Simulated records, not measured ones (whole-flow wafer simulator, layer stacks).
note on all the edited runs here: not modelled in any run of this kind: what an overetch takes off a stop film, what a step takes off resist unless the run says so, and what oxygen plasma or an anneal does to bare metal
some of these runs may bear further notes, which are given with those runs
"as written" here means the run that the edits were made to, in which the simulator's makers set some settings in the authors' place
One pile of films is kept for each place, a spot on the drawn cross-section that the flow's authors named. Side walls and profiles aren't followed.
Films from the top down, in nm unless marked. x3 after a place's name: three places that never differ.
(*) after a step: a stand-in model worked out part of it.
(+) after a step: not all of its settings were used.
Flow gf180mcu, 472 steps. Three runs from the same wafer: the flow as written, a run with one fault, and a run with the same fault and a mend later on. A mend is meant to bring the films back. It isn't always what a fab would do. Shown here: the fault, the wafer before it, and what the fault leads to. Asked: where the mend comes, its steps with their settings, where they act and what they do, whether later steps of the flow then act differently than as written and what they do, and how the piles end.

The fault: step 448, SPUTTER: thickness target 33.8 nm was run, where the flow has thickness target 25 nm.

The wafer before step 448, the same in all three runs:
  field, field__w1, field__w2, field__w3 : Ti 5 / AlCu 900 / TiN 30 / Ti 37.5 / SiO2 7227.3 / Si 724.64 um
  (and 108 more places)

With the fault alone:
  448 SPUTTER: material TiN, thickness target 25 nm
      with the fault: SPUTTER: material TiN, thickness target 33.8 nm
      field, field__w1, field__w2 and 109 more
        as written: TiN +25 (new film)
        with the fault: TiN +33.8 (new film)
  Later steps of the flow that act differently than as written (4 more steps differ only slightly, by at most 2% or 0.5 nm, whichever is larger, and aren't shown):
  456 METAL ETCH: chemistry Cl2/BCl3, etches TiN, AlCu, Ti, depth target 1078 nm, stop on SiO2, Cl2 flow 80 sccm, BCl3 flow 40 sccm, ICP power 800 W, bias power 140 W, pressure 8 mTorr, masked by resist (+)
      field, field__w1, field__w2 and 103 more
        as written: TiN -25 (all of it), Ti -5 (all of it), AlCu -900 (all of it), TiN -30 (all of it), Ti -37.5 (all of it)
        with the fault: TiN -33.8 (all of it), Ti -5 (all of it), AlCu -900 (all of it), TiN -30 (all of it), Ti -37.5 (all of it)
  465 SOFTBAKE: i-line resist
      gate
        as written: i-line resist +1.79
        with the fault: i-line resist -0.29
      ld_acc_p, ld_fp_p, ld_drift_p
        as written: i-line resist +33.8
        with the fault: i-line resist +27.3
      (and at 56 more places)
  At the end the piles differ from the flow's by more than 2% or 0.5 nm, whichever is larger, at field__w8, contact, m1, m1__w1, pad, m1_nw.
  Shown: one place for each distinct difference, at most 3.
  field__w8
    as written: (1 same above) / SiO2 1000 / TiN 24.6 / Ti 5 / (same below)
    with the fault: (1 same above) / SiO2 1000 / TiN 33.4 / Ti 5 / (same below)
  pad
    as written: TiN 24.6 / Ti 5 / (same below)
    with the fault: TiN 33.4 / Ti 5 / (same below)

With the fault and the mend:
  The mend comes after step 455.
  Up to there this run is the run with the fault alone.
  455a STRIP: chemistry O2/N2, power 2160 W, pressure 1700 mTorr (*)
      field__w8, contact, m1, m1__w1, pad, m1_nw
        resist -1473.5 (all of it)
  455b METAL ETCH: chemistry Cl2/BCl3, etches TiN, AlCu, Ti, depth target 8.8 nm, Cl2 flow 80 sccm, BCl3 flow 40 sccm, ICP power 800 W, bias power 140 W, pressure 8 mTorr (the flow's step 260 once more, with other settings)
      field, field__w1, field__w2 and 109 more
        TiN -8.8
  455c HMDS: 120 C, 60 s (the flow's step 450 once more)
      changes no film at any place that is followed
  455d COAT: resist, thickness 1500 nm (the flow's step 451 once more)
      field, field__w1, field__w2 and 109 more
        resist +1500 (new film)
  455e SOFTBAKE: resist (the flow's step 452 once more)
      changes no film at any place that is followed
  455f EXPOSE: photomask MetalTop (the flow's step 453 once more)
      changes no film at any place that is followed
  455g PEB: resist, 70.3 s (the flow's step 454 once more)
      field, field__w1, field__w2 and 109 more
        resist -26.5
  455h DEVELOP: thickness 1500 nm, 60 s (the flow's step 455 once more)
      field, field__w1, field__w2 and 103 more
        resist -1473.5 (all of it)
  No later step of the flow acts differently than as written at any place that is followed.
  At the end the piles are the same as the flow's at every place that both follow.
